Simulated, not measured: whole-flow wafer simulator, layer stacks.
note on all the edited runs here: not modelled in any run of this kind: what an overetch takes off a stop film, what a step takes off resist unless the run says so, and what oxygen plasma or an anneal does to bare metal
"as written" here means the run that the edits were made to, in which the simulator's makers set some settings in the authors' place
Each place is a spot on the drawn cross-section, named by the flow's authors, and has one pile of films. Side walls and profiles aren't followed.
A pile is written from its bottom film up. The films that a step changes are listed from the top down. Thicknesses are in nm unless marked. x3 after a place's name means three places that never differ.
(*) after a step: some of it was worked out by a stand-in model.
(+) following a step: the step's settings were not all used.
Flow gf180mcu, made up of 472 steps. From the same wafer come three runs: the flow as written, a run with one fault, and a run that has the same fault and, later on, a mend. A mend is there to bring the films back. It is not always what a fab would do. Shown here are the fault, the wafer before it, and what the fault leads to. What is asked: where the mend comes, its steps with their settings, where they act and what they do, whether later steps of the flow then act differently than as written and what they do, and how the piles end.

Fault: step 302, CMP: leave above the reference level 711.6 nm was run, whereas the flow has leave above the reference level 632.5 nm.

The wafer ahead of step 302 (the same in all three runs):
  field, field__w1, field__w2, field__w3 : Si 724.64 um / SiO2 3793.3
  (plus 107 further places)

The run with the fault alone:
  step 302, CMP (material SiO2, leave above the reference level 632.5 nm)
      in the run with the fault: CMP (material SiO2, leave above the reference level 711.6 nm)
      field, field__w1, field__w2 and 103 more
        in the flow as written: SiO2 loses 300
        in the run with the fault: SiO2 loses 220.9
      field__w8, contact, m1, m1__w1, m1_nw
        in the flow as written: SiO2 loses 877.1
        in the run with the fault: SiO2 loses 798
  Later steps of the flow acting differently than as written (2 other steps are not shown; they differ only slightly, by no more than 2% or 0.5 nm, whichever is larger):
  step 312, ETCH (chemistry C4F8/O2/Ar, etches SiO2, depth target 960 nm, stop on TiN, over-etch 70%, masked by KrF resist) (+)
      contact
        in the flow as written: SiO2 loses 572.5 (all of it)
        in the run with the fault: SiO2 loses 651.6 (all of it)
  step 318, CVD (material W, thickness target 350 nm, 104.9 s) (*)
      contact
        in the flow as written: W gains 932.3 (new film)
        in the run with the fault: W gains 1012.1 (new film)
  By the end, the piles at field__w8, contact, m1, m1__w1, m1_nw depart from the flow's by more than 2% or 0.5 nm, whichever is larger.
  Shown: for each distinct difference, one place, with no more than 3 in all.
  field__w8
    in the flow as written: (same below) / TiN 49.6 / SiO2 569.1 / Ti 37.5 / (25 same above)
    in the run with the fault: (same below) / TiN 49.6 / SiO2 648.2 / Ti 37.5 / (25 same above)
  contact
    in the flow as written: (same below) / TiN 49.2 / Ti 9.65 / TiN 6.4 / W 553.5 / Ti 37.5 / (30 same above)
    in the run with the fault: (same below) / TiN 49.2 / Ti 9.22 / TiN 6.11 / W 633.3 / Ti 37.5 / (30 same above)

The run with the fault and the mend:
  The mend follows step 302.
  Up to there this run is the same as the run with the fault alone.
  step 302a, CMP (material SiO2, leave above the reference level 632.5 nm) (a further turn of the flow's step 302)
      field, field__w1, field__w2 and 108 more
        SiO2 loses 79.1
  None of the later steps of the flow acts differently than as written at any place that is followed.
  By the end, the piles equal the flow's at every place that both follow.
